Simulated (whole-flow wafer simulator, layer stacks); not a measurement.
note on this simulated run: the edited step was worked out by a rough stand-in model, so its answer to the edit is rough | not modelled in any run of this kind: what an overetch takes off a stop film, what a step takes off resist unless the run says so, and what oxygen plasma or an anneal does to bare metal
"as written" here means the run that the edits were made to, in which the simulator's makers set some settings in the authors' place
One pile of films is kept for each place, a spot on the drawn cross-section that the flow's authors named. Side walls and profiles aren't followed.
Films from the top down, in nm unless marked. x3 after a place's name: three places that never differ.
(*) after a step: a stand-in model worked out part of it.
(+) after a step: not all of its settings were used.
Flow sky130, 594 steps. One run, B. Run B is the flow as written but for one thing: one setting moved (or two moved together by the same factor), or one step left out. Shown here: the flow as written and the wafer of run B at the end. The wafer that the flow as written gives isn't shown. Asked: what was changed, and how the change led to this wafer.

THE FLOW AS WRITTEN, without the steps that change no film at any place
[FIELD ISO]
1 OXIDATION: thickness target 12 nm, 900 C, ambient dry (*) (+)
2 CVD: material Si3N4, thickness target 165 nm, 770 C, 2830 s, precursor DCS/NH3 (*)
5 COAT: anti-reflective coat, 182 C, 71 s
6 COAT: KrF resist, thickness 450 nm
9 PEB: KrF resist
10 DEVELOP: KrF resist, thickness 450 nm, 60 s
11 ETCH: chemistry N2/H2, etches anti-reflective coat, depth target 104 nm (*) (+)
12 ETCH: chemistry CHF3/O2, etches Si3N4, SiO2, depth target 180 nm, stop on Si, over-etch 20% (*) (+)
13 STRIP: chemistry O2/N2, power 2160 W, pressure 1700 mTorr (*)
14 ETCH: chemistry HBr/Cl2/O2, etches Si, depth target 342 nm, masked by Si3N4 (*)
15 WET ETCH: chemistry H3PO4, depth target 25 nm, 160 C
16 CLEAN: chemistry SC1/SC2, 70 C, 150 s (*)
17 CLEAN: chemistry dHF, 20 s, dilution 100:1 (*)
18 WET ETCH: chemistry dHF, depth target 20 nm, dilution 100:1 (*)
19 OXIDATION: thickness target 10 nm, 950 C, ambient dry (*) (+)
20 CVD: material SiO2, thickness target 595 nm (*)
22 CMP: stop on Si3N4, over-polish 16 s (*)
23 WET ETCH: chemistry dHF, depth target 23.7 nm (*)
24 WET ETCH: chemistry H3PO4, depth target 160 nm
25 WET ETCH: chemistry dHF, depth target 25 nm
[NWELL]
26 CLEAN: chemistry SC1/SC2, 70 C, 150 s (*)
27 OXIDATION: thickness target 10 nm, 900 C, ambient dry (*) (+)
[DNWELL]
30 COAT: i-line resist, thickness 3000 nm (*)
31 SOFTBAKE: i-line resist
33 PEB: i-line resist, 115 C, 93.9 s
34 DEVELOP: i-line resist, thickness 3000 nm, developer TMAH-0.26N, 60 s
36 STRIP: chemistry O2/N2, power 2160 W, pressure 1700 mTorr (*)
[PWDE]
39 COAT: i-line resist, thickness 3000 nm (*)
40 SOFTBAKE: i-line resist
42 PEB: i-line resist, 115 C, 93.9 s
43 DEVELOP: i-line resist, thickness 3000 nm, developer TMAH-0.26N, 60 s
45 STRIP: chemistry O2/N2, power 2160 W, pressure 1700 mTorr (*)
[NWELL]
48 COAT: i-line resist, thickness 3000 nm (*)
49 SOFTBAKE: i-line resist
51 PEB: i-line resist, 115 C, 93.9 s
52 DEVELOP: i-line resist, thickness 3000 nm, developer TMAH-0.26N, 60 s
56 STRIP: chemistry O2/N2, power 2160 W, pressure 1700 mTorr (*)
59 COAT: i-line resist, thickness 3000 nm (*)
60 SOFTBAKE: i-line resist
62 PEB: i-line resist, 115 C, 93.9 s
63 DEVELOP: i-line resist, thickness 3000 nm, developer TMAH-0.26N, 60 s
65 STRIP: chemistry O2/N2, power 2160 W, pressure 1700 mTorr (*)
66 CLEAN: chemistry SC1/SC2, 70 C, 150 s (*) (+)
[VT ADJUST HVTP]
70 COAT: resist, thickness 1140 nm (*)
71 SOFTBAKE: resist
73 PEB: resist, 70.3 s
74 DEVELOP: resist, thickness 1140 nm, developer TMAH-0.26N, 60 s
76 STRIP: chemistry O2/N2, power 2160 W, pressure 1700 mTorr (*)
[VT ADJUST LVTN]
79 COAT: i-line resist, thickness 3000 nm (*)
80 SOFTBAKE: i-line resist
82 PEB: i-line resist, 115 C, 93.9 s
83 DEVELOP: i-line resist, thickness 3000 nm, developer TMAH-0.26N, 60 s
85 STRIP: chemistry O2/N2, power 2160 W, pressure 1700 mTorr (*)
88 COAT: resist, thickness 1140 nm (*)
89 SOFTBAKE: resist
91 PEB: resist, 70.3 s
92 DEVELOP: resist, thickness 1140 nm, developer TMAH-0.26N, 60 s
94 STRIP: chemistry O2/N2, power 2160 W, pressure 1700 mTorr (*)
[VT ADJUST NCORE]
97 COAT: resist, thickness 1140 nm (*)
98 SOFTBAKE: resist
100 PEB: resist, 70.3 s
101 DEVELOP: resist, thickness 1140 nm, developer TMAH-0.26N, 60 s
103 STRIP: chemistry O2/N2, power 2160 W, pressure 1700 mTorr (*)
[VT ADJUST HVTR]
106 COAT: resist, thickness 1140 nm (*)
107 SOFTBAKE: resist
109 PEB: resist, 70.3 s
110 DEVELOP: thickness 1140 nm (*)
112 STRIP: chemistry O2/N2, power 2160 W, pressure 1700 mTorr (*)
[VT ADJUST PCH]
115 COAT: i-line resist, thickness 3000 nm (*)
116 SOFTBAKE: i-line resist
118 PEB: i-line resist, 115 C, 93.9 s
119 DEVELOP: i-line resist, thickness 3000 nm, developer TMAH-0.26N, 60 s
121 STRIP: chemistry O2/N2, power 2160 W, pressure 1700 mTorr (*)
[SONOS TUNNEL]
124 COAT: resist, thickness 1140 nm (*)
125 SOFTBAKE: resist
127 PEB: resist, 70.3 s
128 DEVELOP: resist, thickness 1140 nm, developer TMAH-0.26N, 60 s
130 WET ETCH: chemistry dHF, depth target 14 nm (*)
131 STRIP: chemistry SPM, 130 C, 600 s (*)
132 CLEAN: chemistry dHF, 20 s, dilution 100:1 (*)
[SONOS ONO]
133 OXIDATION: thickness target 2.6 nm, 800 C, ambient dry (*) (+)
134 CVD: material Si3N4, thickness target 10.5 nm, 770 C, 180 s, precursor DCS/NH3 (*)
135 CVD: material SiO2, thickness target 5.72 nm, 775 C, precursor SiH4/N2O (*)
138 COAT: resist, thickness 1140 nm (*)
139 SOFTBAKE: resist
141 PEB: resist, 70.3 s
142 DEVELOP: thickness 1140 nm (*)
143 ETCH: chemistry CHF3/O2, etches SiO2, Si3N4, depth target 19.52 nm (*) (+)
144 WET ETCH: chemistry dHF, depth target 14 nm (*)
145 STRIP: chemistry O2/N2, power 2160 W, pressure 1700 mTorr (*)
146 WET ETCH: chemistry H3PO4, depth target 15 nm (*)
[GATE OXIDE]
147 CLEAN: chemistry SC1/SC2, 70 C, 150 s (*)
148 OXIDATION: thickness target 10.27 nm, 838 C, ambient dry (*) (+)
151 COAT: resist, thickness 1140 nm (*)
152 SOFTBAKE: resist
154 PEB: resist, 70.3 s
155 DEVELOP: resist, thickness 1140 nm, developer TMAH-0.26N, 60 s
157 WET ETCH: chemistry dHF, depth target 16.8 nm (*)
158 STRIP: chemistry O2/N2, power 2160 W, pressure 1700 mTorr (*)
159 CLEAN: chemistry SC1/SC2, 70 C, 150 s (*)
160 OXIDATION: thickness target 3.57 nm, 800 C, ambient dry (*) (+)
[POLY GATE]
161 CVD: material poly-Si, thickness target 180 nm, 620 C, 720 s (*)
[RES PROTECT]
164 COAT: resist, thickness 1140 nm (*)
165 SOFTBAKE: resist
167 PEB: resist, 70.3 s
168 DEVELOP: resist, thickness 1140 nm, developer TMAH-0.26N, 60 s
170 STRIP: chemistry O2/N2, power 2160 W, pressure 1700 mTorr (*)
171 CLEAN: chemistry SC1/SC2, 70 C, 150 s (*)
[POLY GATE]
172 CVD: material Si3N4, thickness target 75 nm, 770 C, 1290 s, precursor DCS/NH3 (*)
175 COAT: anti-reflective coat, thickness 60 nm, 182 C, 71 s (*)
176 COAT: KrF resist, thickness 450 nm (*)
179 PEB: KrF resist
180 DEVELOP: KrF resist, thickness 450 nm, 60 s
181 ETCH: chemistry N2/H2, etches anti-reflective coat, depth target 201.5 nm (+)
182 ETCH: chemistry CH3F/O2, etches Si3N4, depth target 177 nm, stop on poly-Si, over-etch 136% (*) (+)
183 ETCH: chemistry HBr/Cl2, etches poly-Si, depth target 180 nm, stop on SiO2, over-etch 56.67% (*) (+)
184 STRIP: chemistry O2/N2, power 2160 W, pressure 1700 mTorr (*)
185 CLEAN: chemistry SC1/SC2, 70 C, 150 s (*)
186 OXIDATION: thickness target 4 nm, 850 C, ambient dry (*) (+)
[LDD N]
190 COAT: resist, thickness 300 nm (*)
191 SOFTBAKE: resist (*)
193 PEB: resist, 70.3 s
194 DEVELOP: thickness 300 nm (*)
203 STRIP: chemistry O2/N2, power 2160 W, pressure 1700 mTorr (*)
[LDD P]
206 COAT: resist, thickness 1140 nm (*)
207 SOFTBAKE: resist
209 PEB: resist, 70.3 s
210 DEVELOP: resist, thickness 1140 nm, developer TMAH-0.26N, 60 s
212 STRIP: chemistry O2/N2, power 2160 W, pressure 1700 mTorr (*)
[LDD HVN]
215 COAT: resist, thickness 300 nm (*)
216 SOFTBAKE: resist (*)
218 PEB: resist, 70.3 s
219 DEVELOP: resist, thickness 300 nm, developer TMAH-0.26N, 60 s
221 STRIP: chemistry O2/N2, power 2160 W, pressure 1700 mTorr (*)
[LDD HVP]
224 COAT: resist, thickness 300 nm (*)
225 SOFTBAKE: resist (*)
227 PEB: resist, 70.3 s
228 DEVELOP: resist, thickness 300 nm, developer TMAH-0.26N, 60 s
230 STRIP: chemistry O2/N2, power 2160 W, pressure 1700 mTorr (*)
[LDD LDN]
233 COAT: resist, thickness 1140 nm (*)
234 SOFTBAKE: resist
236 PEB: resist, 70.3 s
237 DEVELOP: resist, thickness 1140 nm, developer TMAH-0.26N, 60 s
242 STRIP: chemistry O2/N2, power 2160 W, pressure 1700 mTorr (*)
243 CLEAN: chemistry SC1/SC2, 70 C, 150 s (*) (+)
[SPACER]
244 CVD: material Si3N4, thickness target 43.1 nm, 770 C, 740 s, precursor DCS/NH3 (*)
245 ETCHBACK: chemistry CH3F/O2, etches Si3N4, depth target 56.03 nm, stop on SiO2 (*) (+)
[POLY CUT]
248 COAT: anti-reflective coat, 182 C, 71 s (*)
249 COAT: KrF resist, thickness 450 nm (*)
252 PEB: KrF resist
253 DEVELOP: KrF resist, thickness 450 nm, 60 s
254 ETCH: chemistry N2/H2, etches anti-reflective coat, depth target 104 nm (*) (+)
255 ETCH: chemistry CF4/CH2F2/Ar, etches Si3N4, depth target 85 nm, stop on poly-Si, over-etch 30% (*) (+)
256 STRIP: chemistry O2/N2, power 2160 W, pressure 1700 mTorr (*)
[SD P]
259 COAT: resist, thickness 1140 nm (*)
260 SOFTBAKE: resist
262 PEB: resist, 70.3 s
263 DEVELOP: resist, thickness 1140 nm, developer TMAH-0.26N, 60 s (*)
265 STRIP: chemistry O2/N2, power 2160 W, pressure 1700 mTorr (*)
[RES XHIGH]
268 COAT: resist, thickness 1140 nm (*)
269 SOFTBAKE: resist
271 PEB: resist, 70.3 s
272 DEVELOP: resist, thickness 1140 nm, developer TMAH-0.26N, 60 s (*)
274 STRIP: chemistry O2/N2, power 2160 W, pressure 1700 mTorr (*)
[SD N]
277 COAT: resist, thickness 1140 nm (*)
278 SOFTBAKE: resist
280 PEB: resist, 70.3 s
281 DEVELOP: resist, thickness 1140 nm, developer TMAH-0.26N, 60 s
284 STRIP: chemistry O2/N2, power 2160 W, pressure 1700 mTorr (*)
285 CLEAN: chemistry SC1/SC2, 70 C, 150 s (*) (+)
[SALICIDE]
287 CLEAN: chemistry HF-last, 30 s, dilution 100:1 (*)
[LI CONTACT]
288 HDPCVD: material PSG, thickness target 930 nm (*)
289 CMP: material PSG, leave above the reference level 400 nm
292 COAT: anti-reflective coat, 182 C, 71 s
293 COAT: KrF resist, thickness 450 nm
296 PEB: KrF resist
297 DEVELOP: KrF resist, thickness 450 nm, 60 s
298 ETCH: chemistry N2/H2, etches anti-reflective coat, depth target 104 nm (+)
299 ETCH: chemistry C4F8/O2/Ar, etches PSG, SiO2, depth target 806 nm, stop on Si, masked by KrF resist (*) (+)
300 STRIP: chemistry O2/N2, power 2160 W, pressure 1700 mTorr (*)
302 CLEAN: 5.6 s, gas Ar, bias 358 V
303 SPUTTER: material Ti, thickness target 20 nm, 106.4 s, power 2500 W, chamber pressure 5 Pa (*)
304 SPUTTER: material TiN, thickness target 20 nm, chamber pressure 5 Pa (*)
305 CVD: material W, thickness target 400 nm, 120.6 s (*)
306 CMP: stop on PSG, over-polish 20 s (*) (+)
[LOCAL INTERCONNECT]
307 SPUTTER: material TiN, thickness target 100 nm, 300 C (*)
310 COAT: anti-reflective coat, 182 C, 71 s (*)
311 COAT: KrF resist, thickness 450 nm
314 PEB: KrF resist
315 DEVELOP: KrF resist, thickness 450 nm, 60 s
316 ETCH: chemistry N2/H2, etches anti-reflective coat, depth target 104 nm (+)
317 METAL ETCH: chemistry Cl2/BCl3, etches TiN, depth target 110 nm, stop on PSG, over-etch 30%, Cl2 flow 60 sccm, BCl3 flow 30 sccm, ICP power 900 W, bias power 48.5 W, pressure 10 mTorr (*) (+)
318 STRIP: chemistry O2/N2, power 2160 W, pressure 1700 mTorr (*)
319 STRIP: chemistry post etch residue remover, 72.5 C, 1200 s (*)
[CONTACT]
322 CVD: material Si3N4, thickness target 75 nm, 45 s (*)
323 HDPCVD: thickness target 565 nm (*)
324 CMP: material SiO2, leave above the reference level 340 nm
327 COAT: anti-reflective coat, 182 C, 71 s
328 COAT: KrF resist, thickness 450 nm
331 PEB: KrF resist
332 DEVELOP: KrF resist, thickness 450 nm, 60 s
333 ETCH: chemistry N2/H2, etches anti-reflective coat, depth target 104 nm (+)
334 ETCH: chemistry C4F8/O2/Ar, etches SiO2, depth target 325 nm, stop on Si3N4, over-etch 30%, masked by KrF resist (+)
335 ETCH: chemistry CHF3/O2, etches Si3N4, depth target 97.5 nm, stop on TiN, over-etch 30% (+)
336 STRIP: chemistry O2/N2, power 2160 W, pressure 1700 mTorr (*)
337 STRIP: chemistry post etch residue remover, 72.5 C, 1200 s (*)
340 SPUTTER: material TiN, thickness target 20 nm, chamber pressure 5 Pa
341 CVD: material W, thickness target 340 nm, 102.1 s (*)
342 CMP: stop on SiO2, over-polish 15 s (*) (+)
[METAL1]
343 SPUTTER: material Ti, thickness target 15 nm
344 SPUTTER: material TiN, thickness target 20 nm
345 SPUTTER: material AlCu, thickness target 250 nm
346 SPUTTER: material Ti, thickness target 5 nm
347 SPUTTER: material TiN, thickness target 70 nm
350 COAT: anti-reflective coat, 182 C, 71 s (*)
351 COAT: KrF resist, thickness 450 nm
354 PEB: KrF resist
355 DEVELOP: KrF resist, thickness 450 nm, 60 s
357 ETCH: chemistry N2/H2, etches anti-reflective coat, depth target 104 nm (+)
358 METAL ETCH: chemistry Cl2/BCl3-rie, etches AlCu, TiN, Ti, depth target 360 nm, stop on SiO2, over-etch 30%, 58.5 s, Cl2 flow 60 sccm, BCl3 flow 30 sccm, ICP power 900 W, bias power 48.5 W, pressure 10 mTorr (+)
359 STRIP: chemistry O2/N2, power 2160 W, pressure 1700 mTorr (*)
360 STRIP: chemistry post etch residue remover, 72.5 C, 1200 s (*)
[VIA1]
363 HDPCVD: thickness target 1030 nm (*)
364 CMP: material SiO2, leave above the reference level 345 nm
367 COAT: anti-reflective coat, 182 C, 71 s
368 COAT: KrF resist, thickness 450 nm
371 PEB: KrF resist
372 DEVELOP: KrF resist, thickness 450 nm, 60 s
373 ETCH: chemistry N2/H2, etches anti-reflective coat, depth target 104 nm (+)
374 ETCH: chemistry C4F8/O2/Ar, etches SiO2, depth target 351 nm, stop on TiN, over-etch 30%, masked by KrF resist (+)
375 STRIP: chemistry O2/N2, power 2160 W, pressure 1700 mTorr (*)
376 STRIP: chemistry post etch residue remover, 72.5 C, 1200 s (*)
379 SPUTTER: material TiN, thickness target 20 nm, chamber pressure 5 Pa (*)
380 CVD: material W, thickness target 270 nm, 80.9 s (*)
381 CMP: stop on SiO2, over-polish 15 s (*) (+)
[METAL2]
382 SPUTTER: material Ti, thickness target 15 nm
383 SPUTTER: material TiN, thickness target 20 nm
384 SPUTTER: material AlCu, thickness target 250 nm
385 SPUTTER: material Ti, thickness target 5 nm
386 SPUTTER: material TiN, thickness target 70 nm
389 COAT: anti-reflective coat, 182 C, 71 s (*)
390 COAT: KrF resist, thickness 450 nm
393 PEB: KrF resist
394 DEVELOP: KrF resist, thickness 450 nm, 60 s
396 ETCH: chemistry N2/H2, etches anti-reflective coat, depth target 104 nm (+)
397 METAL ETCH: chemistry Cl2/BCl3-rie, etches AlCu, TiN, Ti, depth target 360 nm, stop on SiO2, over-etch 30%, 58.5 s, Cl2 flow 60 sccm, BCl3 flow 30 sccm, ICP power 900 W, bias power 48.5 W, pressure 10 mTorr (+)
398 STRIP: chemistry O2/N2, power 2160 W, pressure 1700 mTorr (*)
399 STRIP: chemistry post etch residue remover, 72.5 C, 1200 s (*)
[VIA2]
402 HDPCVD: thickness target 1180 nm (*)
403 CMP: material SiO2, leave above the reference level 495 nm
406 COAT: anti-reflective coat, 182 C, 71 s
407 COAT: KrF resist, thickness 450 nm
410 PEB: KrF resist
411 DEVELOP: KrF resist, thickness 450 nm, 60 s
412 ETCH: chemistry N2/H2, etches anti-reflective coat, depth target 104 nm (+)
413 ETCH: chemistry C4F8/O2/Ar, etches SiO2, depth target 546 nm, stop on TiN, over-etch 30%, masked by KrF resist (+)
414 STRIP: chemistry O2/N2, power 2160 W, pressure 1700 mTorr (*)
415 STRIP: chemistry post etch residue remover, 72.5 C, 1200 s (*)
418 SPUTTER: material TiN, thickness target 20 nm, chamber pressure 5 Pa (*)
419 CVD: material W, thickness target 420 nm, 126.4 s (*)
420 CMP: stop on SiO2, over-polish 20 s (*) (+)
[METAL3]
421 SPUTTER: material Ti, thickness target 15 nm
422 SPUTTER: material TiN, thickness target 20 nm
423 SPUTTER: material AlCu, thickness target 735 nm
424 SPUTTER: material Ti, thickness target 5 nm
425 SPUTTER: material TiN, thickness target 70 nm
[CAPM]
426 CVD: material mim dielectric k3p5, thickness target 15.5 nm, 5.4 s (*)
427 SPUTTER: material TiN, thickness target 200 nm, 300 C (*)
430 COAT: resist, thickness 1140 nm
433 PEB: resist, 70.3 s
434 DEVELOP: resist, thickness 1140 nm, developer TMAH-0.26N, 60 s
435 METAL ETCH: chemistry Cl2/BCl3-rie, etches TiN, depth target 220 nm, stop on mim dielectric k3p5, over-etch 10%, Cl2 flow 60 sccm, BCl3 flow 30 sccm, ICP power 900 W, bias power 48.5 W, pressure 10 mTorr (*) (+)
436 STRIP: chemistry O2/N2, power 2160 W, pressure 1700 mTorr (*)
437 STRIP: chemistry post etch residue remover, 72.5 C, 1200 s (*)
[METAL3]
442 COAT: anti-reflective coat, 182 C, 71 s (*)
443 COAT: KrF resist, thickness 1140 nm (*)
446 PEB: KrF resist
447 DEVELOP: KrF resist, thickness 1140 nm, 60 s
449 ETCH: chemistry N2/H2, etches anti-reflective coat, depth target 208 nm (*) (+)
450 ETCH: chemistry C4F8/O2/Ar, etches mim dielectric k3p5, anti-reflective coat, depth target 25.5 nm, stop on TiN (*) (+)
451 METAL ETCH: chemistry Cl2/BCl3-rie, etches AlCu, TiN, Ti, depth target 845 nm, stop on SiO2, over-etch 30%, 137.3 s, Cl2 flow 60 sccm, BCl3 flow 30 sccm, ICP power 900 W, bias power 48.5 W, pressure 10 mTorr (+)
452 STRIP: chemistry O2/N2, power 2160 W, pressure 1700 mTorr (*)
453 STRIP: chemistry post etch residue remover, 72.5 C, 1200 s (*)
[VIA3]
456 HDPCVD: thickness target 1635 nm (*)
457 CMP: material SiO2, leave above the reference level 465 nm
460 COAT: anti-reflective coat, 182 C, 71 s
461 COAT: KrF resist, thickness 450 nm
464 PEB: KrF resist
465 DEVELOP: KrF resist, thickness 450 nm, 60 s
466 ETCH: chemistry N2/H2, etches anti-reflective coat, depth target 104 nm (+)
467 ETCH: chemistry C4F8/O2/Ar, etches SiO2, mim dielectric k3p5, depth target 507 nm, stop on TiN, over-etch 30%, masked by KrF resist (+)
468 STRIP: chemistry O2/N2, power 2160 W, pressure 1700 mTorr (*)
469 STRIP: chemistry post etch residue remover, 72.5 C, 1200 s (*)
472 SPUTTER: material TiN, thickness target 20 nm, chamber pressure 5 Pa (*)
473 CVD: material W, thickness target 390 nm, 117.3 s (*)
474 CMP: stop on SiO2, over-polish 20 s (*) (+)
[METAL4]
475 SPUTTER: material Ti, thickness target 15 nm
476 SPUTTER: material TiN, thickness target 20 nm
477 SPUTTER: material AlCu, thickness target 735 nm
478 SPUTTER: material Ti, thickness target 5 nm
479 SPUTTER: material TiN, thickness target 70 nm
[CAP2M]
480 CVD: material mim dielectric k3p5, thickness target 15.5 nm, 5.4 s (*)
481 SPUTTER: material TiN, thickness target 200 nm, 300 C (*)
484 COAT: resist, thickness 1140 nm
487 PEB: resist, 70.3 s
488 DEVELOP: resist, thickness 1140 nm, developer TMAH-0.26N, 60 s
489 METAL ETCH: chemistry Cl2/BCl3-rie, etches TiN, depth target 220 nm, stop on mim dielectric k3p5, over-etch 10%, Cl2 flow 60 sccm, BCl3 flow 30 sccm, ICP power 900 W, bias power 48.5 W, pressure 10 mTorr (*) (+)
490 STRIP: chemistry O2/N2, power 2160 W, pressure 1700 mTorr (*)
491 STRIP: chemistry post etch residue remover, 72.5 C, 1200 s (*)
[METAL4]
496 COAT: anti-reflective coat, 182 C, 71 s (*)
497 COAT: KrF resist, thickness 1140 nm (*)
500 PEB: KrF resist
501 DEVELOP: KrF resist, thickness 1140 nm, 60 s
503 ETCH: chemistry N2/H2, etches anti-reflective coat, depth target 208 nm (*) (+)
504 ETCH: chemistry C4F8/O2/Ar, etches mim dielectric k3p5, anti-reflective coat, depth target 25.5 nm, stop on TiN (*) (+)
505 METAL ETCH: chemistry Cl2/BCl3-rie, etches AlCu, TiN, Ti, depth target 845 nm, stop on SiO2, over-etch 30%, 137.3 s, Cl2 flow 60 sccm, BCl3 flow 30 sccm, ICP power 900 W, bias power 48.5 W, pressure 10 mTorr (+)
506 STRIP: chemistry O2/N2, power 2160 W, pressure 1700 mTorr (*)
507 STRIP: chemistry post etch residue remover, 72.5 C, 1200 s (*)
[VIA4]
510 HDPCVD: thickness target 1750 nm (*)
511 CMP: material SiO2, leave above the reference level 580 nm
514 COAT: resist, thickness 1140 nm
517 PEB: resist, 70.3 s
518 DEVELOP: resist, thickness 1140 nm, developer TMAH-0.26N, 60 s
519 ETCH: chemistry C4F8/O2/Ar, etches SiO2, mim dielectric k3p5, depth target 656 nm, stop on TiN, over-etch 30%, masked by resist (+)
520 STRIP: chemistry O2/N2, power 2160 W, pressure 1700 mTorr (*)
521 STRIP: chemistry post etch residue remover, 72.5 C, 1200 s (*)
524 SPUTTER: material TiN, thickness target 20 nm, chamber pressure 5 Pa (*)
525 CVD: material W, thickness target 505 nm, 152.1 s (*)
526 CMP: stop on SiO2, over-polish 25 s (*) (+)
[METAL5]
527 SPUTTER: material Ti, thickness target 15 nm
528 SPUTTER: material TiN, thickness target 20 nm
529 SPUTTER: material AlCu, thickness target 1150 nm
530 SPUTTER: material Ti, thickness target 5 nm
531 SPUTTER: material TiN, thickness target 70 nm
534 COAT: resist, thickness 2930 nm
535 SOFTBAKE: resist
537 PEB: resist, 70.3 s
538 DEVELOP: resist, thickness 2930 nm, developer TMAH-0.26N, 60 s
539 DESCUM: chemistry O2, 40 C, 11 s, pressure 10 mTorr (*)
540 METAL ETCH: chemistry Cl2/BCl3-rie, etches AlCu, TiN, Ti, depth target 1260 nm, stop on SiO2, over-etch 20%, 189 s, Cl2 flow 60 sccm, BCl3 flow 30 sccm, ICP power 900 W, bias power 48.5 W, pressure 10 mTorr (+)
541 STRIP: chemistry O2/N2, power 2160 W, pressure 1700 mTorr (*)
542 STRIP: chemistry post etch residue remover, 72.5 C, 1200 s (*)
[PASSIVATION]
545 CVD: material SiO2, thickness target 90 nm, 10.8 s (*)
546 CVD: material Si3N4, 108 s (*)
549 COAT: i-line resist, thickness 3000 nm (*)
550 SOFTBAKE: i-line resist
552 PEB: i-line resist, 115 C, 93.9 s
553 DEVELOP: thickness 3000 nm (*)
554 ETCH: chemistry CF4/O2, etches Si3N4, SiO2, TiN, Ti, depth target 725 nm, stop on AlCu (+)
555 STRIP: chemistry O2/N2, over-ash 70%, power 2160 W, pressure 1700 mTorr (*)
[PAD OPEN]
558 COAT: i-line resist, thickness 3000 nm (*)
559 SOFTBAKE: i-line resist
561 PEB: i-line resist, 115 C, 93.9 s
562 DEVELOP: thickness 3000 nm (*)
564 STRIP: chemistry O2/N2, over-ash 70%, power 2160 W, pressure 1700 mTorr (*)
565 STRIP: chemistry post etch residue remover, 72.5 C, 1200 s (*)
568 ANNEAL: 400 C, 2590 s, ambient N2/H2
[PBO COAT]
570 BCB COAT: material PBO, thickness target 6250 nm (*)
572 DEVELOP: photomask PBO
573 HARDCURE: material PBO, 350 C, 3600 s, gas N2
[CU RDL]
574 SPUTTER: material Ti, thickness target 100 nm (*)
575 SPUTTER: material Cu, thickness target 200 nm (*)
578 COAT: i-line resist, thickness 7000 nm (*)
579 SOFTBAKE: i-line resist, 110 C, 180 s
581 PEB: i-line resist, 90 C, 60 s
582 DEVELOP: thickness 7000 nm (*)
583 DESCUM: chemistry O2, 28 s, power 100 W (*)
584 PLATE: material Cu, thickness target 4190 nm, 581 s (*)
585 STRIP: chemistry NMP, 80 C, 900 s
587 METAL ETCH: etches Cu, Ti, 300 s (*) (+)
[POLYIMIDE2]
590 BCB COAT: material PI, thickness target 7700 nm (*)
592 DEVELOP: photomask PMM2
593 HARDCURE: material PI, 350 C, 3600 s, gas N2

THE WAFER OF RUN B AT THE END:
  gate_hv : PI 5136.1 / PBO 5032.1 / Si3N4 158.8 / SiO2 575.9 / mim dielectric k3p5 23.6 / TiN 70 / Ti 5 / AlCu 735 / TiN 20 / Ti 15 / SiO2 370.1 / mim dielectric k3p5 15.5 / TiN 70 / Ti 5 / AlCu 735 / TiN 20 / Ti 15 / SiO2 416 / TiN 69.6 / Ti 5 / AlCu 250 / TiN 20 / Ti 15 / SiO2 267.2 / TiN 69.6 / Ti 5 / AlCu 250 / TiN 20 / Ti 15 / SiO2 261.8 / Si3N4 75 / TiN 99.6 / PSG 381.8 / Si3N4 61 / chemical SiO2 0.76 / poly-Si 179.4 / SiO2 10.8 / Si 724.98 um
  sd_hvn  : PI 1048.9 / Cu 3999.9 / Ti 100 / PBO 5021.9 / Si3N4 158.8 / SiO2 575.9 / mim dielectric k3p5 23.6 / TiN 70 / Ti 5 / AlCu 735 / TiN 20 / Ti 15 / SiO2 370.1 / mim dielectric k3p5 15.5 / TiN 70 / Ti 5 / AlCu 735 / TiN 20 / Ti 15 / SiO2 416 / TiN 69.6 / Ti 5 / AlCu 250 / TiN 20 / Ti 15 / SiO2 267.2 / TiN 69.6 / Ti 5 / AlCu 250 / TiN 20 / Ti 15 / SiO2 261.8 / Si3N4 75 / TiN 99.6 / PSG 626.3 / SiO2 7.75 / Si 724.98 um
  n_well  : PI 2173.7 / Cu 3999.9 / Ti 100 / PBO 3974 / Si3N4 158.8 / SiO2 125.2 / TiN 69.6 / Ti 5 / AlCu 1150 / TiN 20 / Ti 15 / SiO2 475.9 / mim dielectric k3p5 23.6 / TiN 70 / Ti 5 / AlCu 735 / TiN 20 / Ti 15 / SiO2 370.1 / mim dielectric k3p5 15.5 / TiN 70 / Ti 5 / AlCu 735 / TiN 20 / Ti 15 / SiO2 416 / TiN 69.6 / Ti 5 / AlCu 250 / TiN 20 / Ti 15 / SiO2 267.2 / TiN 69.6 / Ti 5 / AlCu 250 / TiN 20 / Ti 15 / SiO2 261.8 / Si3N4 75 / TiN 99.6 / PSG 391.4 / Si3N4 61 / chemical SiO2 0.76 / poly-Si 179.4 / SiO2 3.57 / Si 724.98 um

The cause: step 480, CVD: thickness target 23.6 nm was run, where the flow has thickness target 15.5 nm; step 480, CVD: 8.23 s was run, where the flow has 5.4 s.
It can be read off the wafer: gate_hv has mim dielectric k3p5 23.6, and step 480 as written asks for 15.5 nm.

How the change led to this, step by step:
  480 CVD: material mim dielectric k3p5, thickness target 15.5 nm, 5.4 s (*)
      field, active, n_well and 189 more: mim dielectric k3p5 +23.6 (new film) (as written it would be: mim dielectric k3p5 +15.5 (new film))
  504 ETCH: chemistry C4F8/O2/Ar, etches mim dielectric k3p5, anti-reflective coat, depth target 25.5 nm, stop on TiN (*) (+)
      n_well, p_well, gate_hv and 102 more: KrF resist -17 (as written it would be: KrF resist -15.5)
      field, active, gate and 85 more: mim dielectric k3p5 -23.6 (all of it) (as written it would be: mim dielectric k3p5 -15.5 (all of it))
  519 ETCH: chemistry C4F8/O2/Ar, etches SiO2, mim dielectric k3p5, depth target 656 nm, stop on TiN, over-etch 30%, masked by resist (+)
      m1: SiO2 -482 (all of it), mim dielectric k3p5 -23.6 (all of it) (as written it would be: SiO2 -490.1 (all of it), mim dielectric k3p5 -15.5 (all of it))
      via4_hole: SiO2 -481.4 (all of it), mim dielectric k3p5 -23.6 (all of it) (as written it would be: SiO2 -489.5 (all of it), mim dielectric k3p5 -15.5 (all of it))
